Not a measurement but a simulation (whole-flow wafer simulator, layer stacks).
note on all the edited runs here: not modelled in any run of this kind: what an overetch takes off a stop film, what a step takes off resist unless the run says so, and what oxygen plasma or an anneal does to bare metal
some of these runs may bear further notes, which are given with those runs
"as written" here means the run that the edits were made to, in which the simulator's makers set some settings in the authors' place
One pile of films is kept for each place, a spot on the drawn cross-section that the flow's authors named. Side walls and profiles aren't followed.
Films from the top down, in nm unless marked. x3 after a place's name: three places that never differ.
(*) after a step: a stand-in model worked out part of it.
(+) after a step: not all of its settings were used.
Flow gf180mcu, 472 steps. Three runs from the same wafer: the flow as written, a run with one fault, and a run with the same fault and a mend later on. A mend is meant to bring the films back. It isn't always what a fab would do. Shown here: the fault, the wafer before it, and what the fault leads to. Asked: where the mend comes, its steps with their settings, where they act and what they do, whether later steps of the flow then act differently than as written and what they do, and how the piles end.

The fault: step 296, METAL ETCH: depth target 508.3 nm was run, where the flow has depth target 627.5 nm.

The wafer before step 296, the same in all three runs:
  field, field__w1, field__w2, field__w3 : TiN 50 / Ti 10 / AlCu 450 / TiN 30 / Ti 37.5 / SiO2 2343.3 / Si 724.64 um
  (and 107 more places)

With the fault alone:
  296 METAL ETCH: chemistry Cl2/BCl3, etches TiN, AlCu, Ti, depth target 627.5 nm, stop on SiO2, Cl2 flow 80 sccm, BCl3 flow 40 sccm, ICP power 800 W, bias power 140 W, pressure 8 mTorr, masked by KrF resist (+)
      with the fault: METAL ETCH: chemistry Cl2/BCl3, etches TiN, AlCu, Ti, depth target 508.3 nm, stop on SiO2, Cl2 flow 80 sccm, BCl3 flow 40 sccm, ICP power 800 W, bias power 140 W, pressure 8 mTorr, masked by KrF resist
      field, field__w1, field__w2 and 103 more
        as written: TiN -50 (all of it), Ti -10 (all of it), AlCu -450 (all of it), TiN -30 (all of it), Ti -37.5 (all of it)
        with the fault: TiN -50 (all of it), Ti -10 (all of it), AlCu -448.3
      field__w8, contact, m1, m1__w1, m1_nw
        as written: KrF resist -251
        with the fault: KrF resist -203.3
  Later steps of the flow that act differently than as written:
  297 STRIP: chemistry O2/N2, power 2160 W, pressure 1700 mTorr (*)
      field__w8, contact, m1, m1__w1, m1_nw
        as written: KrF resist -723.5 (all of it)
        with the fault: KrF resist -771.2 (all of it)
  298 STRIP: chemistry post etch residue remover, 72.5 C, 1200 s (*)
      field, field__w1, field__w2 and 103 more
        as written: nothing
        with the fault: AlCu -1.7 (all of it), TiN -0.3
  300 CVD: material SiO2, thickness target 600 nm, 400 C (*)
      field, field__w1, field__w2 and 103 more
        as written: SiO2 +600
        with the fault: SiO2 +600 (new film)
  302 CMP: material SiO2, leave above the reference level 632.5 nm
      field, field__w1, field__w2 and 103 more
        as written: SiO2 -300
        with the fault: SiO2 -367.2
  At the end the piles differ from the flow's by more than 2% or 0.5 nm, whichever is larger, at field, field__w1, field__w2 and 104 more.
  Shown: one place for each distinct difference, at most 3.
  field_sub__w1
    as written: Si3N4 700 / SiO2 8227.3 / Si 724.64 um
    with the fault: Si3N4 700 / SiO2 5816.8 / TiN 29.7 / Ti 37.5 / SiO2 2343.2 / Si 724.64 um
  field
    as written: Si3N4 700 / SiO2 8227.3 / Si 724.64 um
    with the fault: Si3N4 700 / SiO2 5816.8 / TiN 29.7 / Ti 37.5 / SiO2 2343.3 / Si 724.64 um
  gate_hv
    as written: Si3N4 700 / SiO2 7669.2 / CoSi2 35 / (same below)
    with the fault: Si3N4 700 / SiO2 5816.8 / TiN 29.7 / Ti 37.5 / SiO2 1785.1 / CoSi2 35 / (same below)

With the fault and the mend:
  The mend comes after step 298.
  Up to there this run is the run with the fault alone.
  298a DEHYDRATE: 200 C, 60 s (the flow's step 289 once more)
      changes no film at any place that is followed
  298b HMDS: 120 C, 60 s (the flow's step 290 once more)
      changes no film at any place that is followed
  298c COAT: KrF resist, thickness 1000 nm (*) (the flow's step 291 once more)
      iso_ptap_pw, iso_ntap_nw, iso_nw_fld and 33 more
        KrF resist +1000 (new film)
      field_sub, field_sub__w1, field_sub__w2 and 10 more
        KrF resist +1002.9 (new film)
      field__w11, field__w13, p_well and 7 more
        KrF resist +1003.3 (new film)
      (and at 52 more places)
  298d SOFTBAKE: KrF resist (the flow's step 292 once more)
      changes no film at any place that is followed
  298e EXPOSE: photomask Metal2 (the flow's step 293 once more)
      changes no film at any place that is followed
  298f PEB: KrF resist, 135 C, 90 s (the flow's step 294 once more)
      field__w1, field__w2, field__w3 and 55 more
        KrF resist -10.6
      iso_ptap_pw, iso_ntap_nw, iso_nw_fld and 33 more
        KrF resist -10.5
      gate_hv, sd_p, nw_enc_fld_lv__w3, polyc_n, polyc_n_rim
        KrF resist -10.7
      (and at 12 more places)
  298g DEVELOP: thickness 1000 nm, 60 s (the flow's step 295 once more)
      iso_ptap_pw, iso_ntap_nw, iso_nw_fld and 33 more
        KrF resist -989.5 (all of it)
      field_sub, field_sub__w1, field_sub__w2 and 8 more
        KrF resist -992.3 (all of it)
      p_well, sti, spacer and 6 more
        KrF resist -992.7 (all of it)
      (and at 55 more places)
  298h METAL ETCH: chemistry Cl2/BCl3, etches TiN, AlCu, Ti, depth target 119.2 nm, stop on SiO2, Cl2 flow 80 sccm, BCl3 flow 40 sccm, ICP power 800 W, bias power 140 W, pressure 8 mTorr, masked by KrF resist (+) (the flow's step 296 once more, with other settings)
      field, field__w1, field__w2 and 103 more
        TiN -29.7 (all of it), Ti -37.5 (all of it)
      field__w8, contact, m1, m1__w1, m1_nw
        KrF resist -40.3
  298i STRIP: chemistry O2/N2, power 2160 W, pressure 1700 mTorr (*) (the flow's step 297 once more)
      field__w8
        KrF resist -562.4 (all of it)
      contact
        KrF resist -560.3 (all of it)
      m1
        KrF resist -563.4 (all of it)
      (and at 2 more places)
  298j STRIP: chemistry post etch residue remover, 72.5 C, 1200 s (*) (the flow's step 298 once more)
      field__w8, contact, m1, m1__w1, m1_nw
        TiN -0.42
  No later step of the flow acts differently than as written, at any place that is followed, by more than 2% or 0.5 nm, whichever is larger.
  At the end the piles differ from the flow's only slightly at the places that both follow, by at most 2% or 0.5 nm, whichever is larger.
